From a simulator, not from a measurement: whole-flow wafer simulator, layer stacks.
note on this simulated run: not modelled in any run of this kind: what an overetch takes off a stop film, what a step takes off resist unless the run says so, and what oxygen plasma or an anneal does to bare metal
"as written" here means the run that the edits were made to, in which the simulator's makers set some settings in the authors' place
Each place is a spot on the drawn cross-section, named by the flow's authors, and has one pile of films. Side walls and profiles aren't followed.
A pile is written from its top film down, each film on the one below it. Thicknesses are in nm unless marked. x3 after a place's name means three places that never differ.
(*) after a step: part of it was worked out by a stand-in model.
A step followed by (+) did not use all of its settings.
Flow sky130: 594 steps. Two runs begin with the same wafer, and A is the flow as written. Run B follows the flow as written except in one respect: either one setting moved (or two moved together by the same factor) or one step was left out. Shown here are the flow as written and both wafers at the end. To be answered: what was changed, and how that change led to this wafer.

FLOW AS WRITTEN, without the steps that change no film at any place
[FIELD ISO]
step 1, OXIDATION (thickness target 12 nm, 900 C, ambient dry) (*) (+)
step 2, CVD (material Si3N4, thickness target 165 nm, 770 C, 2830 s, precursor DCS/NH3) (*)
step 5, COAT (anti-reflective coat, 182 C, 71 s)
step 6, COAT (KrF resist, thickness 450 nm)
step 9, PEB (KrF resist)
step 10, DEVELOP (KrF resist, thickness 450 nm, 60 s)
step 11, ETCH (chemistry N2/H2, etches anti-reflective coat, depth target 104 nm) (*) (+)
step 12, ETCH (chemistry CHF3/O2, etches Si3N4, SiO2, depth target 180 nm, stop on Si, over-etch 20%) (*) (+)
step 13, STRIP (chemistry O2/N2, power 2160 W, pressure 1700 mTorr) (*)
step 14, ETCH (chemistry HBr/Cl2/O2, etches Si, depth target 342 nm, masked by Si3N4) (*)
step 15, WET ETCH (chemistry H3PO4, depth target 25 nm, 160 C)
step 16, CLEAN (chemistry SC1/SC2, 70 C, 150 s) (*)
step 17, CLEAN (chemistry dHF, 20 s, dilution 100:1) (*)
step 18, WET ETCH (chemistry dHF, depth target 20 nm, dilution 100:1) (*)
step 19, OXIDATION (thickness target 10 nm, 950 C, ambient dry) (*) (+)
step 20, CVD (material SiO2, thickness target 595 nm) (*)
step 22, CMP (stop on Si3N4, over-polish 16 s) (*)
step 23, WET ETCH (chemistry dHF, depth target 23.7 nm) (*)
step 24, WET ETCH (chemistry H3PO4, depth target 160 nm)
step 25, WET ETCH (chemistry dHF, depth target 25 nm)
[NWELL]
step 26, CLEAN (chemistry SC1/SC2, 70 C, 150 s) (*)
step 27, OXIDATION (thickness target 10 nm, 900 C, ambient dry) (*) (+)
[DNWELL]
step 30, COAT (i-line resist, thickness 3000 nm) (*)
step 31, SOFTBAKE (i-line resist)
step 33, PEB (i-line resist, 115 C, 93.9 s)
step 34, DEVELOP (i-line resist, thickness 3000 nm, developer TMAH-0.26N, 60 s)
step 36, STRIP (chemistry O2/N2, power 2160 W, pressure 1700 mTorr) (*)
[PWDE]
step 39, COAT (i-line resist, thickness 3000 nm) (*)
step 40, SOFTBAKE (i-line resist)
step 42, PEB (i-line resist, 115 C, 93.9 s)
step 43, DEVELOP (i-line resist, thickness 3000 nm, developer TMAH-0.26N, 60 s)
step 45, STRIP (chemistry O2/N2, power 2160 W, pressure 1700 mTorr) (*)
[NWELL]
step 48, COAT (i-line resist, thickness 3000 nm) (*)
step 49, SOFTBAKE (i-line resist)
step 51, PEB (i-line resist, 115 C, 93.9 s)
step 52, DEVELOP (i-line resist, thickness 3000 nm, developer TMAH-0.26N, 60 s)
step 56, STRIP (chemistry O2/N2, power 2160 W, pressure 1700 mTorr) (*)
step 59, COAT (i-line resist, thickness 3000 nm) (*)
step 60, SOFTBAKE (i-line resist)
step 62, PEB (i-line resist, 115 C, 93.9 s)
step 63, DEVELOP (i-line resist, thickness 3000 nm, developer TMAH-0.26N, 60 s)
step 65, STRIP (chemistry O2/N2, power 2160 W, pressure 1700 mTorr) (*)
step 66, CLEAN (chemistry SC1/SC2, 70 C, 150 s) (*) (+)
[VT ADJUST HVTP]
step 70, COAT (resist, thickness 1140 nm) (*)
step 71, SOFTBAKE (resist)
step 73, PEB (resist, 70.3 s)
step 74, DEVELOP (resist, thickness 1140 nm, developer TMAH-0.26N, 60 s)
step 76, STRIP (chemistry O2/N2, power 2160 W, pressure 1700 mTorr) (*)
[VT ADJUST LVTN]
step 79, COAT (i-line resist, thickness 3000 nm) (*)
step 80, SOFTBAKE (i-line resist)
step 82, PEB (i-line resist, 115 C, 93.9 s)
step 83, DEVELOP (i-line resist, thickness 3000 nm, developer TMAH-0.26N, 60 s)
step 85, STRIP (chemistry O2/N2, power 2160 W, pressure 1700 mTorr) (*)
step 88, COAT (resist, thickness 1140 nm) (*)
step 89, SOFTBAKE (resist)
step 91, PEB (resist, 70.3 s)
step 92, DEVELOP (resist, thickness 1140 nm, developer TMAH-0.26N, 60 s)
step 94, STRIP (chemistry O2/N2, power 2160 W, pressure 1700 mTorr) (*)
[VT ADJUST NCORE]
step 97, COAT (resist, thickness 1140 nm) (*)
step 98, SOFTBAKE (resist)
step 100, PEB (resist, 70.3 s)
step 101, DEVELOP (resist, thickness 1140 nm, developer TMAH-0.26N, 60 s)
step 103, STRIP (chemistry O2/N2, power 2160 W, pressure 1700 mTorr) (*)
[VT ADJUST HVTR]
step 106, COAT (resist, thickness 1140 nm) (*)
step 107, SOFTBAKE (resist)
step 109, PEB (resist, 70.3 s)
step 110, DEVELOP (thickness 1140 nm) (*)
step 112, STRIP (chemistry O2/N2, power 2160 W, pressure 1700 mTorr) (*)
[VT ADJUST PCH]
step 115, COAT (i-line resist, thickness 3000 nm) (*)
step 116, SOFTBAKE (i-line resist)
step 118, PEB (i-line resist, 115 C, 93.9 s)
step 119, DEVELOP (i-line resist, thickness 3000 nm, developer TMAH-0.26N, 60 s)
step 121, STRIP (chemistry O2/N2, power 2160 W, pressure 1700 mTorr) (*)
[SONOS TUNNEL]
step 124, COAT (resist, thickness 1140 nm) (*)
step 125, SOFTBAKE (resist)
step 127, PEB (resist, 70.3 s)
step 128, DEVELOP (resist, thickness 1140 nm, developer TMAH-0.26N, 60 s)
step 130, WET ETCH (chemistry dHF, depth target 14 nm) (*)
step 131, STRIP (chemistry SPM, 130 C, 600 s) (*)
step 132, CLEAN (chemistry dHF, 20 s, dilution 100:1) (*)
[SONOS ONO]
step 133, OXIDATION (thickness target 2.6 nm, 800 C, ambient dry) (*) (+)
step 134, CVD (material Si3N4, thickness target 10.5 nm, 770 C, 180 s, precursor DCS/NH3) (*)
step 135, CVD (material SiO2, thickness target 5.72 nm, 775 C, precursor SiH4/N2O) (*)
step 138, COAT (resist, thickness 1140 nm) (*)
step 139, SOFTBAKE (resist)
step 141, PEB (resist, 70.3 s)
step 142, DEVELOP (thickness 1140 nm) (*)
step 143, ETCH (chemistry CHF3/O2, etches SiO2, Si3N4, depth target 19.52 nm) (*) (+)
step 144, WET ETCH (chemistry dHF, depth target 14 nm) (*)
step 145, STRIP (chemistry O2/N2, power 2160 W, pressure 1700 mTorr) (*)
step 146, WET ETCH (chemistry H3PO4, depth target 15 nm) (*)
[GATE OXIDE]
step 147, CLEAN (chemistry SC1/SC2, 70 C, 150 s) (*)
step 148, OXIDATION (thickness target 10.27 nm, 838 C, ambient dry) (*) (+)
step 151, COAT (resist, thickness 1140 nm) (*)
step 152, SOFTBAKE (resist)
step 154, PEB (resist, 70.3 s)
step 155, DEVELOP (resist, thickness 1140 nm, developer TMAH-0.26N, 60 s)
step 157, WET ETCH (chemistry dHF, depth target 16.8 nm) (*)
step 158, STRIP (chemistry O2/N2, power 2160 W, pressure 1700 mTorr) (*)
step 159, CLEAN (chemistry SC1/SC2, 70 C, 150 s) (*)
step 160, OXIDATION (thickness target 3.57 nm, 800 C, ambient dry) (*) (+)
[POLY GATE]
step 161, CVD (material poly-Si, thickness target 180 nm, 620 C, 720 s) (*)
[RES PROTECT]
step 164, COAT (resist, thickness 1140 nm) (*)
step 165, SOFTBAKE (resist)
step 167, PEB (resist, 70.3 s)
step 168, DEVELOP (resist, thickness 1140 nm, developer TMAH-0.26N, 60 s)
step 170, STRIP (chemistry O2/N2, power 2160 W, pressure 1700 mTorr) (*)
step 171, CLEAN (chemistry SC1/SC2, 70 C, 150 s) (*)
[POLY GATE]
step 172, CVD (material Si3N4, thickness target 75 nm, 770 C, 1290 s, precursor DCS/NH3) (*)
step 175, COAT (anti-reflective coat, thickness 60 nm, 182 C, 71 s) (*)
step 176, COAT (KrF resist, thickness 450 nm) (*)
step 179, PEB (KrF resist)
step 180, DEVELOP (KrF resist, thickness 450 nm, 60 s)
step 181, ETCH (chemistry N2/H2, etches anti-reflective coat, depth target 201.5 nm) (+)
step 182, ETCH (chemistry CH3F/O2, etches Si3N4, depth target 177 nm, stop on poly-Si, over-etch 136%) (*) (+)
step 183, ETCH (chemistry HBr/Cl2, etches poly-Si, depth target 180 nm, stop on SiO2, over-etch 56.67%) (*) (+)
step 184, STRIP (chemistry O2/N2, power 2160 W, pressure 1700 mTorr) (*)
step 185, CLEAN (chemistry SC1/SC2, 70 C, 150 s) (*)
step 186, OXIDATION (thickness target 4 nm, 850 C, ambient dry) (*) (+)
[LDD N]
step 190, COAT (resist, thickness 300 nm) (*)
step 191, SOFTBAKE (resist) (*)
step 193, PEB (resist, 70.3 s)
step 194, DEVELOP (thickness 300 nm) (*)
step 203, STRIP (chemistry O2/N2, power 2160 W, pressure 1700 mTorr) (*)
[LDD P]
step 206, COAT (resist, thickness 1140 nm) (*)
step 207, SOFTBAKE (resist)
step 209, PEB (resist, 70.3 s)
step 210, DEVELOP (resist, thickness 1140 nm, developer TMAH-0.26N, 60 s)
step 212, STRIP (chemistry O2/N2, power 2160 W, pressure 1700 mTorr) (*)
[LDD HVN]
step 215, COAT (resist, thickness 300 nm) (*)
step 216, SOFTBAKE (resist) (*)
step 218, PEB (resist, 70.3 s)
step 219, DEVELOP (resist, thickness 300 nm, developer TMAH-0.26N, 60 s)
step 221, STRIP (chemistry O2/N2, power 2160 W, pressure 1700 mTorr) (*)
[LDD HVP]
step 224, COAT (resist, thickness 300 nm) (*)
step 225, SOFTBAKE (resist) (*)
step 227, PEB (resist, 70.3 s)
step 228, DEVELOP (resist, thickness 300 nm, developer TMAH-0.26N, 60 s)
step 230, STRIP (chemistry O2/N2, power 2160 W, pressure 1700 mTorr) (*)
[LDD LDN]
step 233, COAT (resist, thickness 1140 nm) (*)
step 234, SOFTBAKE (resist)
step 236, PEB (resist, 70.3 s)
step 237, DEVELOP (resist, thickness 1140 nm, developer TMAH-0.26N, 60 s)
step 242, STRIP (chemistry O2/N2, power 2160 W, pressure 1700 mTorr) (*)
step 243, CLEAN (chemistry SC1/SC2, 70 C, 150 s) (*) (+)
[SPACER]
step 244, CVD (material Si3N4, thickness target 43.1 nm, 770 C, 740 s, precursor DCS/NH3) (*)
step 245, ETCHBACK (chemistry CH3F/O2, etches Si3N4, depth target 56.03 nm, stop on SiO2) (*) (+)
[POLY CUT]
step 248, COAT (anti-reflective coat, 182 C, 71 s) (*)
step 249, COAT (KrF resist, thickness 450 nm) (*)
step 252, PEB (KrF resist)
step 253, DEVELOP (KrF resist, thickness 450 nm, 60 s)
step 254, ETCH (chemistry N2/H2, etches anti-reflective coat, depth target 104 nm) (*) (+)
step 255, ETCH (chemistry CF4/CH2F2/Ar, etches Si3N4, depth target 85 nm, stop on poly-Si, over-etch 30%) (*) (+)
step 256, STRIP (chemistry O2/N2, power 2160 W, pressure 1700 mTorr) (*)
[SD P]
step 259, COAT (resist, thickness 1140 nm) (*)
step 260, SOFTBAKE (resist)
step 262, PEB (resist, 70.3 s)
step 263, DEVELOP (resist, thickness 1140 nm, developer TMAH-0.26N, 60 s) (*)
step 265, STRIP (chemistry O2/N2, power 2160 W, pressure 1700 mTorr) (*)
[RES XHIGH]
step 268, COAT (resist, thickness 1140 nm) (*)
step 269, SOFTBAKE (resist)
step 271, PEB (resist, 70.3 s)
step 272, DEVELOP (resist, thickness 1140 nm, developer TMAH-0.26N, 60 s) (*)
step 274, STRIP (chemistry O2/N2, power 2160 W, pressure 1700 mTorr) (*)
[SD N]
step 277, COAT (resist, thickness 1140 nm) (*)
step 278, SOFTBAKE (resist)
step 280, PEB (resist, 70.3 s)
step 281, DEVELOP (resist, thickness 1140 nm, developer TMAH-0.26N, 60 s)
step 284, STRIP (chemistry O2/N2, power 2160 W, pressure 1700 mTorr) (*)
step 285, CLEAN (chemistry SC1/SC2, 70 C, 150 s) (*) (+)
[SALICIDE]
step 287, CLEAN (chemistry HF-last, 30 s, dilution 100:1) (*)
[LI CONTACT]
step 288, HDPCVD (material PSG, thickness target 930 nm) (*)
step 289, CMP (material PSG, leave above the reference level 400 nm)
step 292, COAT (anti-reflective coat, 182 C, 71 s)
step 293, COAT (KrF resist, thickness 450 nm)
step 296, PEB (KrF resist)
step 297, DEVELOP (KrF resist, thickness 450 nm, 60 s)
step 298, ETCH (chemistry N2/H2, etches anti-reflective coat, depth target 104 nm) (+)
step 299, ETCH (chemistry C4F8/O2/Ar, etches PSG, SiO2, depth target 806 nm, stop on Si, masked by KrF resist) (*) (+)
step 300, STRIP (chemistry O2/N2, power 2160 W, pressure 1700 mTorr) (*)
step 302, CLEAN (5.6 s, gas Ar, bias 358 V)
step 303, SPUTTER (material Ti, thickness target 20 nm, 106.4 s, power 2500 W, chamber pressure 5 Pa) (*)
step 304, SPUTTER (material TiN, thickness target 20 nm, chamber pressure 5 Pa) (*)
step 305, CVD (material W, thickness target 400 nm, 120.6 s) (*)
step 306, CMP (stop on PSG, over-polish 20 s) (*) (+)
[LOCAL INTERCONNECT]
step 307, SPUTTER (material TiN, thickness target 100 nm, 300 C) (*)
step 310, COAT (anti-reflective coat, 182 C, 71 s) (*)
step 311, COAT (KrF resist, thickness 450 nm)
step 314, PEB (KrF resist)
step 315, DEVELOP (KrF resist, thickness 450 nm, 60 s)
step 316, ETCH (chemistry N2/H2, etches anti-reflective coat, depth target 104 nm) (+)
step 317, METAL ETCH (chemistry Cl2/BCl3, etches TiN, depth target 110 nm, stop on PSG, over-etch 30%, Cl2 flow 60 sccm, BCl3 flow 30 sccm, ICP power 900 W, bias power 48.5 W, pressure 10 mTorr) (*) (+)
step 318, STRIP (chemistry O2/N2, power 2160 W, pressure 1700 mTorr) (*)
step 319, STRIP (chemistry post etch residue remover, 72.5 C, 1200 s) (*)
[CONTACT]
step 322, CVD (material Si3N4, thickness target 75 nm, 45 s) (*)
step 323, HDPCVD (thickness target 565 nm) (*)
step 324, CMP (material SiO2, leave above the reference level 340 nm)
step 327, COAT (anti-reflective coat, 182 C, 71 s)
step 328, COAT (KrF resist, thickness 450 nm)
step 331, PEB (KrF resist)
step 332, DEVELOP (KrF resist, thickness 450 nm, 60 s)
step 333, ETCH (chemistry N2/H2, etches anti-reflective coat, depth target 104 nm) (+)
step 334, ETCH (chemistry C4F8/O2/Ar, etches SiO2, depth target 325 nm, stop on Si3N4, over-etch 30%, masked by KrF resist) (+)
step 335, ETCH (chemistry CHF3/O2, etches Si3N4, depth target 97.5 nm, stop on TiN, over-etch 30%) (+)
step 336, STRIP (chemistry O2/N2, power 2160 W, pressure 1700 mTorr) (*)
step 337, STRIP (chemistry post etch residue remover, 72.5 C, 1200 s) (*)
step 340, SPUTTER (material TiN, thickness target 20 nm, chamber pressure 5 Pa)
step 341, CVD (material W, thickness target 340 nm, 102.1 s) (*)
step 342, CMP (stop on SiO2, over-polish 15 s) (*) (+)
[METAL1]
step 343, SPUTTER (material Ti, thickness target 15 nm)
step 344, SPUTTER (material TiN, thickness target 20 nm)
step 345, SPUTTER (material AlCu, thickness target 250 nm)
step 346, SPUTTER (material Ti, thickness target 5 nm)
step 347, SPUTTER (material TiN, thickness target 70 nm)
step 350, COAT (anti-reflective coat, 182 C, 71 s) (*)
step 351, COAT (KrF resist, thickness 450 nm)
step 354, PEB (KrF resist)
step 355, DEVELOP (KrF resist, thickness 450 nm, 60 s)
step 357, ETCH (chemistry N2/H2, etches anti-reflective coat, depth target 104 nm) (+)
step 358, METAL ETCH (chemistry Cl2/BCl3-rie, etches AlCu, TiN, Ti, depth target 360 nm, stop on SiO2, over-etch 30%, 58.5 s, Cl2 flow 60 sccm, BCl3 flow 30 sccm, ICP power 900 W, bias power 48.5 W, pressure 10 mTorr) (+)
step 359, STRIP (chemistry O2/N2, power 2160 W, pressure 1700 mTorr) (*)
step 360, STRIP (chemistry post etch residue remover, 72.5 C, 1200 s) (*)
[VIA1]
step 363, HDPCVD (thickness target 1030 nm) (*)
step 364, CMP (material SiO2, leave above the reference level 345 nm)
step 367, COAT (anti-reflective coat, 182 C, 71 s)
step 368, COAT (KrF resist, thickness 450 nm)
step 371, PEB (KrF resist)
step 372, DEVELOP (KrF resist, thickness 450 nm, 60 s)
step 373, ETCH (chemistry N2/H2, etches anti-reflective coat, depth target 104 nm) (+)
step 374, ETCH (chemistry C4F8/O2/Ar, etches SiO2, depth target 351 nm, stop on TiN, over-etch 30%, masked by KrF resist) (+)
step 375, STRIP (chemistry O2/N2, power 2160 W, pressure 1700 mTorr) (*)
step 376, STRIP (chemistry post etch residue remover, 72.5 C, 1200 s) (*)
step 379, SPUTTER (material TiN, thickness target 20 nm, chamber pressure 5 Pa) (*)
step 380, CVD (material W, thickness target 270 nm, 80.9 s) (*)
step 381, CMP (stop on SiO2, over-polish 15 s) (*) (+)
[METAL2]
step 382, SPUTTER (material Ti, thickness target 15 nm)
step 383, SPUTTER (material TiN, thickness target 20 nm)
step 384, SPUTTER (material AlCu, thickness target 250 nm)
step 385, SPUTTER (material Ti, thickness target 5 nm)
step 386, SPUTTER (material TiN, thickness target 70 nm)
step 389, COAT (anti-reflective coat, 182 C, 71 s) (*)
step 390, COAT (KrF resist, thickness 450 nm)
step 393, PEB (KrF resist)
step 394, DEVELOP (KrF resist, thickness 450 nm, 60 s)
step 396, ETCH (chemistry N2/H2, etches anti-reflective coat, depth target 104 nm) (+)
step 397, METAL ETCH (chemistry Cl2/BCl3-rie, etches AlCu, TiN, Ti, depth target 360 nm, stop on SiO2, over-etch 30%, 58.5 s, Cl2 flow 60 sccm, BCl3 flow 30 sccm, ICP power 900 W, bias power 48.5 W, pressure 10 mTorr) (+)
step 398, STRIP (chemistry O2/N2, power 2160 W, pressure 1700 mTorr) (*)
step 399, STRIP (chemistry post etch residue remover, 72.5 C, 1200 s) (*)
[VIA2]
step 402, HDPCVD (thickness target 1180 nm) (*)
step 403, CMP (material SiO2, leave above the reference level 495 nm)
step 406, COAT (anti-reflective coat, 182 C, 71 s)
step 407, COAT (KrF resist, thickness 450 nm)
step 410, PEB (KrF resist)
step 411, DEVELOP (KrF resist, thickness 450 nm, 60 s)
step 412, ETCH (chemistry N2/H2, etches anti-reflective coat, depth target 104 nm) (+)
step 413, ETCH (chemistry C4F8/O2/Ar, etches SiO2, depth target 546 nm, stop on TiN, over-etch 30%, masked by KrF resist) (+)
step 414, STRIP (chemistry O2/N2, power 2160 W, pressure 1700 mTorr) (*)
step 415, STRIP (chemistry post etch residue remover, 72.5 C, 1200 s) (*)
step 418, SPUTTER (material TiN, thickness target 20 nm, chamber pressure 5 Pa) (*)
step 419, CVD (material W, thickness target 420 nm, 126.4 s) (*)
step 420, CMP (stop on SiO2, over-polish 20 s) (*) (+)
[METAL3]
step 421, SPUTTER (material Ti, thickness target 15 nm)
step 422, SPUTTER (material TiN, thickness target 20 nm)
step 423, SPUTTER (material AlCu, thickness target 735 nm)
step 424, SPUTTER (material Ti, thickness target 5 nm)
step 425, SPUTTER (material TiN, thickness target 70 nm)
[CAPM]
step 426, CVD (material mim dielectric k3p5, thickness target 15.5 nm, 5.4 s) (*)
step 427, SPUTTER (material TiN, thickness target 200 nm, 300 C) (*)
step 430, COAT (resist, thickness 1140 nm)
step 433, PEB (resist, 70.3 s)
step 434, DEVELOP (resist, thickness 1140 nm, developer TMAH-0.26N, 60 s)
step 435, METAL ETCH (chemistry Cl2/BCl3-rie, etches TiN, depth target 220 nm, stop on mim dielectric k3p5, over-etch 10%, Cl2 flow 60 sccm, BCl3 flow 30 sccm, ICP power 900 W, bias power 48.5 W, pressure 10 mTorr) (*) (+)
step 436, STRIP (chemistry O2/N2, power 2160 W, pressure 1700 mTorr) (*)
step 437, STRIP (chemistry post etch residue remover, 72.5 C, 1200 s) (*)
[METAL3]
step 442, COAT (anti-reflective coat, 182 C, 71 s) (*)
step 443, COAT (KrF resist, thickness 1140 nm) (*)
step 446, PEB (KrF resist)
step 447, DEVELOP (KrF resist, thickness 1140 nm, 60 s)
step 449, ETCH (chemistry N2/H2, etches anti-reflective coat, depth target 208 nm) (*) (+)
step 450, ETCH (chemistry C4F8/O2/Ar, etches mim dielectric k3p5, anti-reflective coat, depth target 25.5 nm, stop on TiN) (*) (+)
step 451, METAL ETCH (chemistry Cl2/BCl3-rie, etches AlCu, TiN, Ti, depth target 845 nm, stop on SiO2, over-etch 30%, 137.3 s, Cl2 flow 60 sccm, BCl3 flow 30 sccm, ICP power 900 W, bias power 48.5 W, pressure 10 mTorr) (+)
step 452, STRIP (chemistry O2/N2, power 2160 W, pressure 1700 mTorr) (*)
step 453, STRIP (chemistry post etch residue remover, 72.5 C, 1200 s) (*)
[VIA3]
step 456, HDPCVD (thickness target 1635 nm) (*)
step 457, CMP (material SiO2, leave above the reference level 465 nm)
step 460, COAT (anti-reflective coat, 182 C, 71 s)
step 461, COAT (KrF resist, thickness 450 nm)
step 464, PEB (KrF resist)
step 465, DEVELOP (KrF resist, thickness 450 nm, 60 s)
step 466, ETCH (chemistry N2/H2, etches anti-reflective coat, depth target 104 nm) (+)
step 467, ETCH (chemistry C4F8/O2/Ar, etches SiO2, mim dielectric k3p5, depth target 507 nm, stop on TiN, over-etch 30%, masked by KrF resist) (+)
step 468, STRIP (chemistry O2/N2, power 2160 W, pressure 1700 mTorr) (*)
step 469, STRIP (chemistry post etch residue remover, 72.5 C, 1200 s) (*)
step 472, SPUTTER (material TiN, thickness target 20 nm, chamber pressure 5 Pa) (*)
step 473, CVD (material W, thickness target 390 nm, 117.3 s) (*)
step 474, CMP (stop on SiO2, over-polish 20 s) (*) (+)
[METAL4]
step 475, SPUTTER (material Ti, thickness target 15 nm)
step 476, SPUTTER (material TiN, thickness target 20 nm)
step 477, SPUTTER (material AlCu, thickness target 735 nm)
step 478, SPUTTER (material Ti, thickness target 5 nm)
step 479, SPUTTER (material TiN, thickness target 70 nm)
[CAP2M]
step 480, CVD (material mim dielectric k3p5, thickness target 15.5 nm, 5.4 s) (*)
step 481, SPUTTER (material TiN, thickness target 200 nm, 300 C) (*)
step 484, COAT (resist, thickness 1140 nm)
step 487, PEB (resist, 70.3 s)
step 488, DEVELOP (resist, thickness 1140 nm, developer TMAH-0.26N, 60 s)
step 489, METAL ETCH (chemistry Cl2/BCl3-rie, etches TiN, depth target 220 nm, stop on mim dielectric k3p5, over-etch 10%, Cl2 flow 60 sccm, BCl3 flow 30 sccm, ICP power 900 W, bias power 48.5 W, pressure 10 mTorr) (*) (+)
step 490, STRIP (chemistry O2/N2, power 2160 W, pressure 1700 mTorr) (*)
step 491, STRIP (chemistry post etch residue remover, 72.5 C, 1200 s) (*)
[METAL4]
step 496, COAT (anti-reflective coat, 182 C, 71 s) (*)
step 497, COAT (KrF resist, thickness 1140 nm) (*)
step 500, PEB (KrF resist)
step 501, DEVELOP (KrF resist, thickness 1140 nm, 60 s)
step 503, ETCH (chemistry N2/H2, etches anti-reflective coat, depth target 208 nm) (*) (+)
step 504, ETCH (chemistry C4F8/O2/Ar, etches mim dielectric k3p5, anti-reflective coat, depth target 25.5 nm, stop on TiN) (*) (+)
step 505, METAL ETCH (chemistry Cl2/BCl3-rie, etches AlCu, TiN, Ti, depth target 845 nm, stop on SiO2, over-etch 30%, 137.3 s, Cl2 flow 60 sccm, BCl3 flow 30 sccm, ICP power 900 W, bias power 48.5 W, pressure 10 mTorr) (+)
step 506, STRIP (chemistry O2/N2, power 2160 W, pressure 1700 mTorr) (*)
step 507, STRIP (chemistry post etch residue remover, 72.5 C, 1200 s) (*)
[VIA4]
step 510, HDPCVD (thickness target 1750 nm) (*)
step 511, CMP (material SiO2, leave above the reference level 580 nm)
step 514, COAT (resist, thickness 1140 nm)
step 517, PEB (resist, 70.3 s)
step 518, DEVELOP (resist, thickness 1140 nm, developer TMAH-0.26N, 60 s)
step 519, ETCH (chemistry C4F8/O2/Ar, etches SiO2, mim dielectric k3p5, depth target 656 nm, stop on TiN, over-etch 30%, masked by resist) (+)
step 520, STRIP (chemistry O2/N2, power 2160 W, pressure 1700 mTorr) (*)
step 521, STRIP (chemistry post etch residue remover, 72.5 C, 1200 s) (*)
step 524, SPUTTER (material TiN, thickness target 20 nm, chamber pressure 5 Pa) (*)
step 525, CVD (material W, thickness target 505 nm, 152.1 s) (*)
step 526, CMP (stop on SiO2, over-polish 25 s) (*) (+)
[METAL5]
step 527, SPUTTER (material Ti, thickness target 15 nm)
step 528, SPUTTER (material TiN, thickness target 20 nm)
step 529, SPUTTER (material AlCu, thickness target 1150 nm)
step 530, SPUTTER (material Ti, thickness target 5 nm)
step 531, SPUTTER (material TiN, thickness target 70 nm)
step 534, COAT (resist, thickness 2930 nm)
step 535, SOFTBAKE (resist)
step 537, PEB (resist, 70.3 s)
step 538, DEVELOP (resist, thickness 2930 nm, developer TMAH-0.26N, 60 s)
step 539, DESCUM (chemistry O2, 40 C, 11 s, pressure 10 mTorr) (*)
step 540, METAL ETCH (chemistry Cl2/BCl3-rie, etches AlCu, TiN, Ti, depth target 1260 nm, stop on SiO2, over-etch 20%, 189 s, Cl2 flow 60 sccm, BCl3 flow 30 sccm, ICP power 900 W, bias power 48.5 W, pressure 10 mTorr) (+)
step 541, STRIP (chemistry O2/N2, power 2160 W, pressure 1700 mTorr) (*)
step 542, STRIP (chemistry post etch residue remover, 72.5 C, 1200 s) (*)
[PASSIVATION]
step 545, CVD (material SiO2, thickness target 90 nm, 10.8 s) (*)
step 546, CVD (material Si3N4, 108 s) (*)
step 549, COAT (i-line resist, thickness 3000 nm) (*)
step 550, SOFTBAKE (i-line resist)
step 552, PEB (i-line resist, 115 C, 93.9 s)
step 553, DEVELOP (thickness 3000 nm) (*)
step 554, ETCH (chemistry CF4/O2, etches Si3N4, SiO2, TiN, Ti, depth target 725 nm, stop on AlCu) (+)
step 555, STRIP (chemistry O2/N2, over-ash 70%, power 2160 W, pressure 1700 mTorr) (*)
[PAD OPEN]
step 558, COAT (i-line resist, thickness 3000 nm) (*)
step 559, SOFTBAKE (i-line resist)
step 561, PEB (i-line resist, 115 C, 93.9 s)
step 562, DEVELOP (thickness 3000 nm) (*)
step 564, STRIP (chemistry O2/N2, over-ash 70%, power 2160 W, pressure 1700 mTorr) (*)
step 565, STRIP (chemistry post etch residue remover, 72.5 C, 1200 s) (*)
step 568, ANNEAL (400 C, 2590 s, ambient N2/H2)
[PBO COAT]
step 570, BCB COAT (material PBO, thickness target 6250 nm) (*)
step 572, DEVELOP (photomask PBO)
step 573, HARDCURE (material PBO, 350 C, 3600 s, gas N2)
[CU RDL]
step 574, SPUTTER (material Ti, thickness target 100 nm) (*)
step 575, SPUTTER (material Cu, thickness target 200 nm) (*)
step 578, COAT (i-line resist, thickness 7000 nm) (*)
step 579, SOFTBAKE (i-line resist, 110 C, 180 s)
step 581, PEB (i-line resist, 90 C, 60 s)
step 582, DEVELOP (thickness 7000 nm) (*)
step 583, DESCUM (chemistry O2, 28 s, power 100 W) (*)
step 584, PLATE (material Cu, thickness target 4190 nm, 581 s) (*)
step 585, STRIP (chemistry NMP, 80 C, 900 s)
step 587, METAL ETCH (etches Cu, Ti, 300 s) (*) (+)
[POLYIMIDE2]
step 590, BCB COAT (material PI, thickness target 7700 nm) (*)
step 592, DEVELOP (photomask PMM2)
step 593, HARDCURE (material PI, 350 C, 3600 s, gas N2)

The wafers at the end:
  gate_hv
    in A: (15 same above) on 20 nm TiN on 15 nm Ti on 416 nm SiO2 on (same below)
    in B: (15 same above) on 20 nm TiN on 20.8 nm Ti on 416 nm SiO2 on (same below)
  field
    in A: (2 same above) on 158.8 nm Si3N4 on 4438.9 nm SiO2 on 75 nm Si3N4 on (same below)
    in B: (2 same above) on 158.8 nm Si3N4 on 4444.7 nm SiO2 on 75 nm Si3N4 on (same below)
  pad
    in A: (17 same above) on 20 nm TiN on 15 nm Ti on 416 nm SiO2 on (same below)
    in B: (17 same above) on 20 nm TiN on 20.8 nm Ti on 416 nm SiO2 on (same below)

What caused this: step 421, SPUTTER: thickness target 20.8 nm was run, whereas the flow has thickness target 15 nm.
The wafer itself shows it: gate_hv has Ti 20.8, and step 421 as written asks for 15 nm.

How this came from the change, step by step:
  step 421, SPUTTER (material Ti, thickness target 15 nm)
      field, active, n_well and 188 more: A Ti gains 15 (new film) | B Ti gains 20.8 (new film)
  step 451, METAL ETCH (chemistry Cl2/BCl3-rie, etches AlCu, TiN, Ti, depth target 845 nm, stop on SiO2, over-etch 30%, 137.3 s, Cl2 flow 60 sccm, BCl3 flow 30 sccm, ICP power 900 W, bias power 48.5 W, pressure 10 mTorr) (+)
      field, gate, spacer and 68 more: A TiN loses 70 (all of it), Ti loses 5 (all of it), AlCu loses 735 (all of it), TiN loses 20 (all of it), Ti loses 15 (all of it), SiO2 loses 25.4 | B TiN loses 70 (all of it), Ti loses 5 (all of it), AlCu loses 735 (all of it), TiN loses 20 (all of it), Ti loses 20.8 (all of it), SiO2 loses 24.8
      active, vpp_ln, vpp_iso2 and 11 more: A TiN loses 70 (all of it), Ti loses 5 (all of it), AlCu loses 735 (all of it), TiN loses 20 (all of it), Ti loses 15 (all of it), SiO2 loses 25.3 | B TiN loses 70 (all of it), Ti loses 5 (all of it), AlCu loses 735 (all of it), TiN loses 20 (all of it), Ti loses 20.8 (all of it), SiO2 loses 24.8
